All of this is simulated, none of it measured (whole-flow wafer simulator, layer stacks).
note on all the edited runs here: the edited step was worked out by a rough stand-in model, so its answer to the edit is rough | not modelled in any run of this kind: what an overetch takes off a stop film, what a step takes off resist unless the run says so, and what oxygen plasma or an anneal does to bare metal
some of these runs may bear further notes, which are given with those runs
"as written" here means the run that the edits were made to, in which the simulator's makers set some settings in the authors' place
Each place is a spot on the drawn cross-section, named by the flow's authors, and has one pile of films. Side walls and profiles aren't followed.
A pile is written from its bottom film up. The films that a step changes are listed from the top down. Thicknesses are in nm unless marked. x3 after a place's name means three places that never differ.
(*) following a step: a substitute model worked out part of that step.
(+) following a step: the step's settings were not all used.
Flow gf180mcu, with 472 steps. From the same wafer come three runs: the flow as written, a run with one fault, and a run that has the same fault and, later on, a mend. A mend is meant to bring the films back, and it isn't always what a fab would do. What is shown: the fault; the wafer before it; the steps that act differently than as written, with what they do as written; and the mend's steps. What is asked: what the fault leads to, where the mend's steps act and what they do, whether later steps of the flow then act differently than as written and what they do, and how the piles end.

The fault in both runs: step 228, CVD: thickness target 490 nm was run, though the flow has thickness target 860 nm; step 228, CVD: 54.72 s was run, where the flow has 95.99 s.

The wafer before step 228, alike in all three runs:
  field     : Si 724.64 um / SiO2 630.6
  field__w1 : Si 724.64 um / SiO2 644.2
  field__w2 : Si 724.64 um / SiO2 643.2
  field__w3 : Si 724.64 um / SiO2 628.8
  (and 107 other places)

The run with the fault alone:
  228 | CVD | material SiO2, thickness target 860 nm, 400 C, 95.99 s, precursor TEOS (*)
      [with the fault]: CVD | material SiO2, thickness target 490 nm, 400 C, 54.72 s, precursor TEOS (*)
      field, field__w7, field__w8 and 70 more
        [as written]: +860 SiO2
        [with the fault]: +498.1 SiO2
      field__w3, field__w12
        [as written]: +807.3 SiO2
        [with the fault]: +471.2 SiO2
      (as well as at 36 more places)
  Steps further on in the flow that do not act as written (not shown: 5 more steps that differ only slightly, by at most 2% or 0.5 nm, whichever is larger):
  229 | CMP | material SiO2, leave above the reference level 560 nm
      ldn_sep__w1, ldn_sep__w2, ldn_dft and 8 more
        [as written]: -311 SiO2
        [with the fault]: nothing
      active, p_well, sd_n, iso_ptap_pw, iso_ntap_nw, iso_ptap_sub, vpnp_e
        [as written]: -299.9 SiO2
        [with the fault]: nothing
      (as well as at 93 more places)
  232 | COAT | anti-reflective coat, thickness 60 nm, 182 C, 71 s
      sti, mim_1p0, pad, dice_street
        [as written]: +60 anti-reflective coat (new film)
        [with the fault]: +56.5 anti-reflective coat (new film)
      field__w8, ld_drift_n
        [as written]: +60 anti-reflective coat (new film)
        [with the fault]: +82.6 anti-reflective coat (new film)
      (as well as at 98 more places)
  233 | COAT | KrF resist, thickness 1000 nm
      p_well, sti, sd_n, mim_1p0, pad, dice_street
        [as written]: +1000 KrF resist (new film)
        [with the fault]: +1023.7 KrF resist (new film)
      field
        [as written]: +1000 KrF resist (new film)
        [with the fault]: +1020.5 KrF resist (new film)
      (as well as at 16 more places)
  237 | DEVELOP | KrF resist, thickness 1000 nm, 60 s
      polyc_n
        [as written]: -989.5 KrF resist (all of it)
        [with the fault]: -962 KrF resist (all of it)
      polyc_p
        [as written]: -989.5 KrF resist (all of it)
        [with the fault]: -962.3 KrF resist (all of it)
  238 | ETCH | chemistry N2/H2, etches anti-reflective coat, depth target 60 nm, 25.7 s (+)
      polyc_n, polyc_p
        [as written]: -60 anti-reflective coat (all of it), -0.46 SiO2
        [with the fault]: -19.2 anti-reflective coat (all of it), -1.51 SiO2
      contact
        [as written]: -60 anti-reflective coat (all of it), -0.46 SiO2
        [with the fault]: -74.6 anti-reflective coat (all of it), -0.09 SiO2
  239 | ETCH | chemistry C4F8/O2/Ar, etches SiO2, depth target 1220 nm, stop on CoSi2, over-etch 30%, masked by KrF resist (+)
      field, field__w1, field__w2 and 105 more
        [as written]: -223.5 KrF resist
        [with the fault]: -205.1 KrF resist
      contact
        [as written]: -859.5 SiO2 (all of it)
        [with the fault]: -788.8 SiO2 (all of it)
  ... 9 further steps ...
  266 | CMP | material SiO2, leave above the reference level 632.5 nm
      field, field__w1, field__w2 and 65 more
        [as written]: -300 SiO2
        [with the fault]: -287.7 SiO2
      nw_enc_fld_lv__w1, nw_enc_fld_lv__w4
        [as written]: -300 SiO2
        [with the fault]: -285.1 SiO2
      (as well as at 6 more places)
  By the end, the piles at field, field__w1, field__w2 and 70 more depart from the flow's by more than 2% or 0.5 nm, whichever is larger.
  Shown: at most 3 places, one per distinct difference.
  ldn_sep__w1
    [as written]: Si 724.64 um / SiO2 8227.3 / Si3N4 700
    [with the fault]: Si 724.64 um / SiO2 1149.4 / Ti 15 / TiN 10 / W 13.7 / SiO2 7042.5 / Si3N4 700
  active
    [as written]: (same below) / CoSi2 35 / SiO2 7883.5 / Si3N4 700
    [with the fault]: (same below) / CoSi2 35 / SiO2 794.6 / Ti 15 / TiN 10 / W 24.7 / SiO2 7042.5 / Si3N4 700
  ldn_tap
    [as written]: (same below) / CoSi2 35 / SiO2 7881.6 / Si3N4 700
    [with the fault]: (same below) / CoSi2 35 / SiO2 794.6 / Ti 15 / TiN 10 / W 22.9 / SiO2 7042.5 / Si3N4 700

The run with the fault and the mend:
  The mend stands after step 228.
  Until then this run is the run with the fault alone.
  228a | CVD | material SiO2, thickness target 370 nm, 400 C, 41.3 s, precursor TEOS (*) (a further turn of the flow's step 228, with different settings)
      field, field__w7, field__w8 and 72 more
        +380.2 SiO2
      field_sub__w1, field_sub__w4, field_sub__w5
        +370.3 SiO2
      nw_enc_fld_lv__w1, nw_enc_fld_lv__w3, nw_enc_fld_lv__w4
        +367 SiO2
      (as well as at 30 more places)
  Steps further on in the flow that do not act as written (not shown: 2 more steps that differ only slightly, by at most 2% or 0.5 nm, whichever is larger):
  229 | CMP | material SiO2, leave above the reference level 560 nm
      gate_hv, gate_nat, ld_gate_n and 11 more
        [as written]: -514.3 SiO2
        [with the mend]: -532.6 SiO2
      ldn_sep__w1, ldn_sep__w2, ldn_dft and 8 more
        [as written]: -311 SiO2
        [with the mend]: -329.3 SiO2
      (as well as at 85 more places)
  At the end the piles are close to the flow's at the places that both follow, differing by at most 2% or 0.5 nm, whichever is larger.
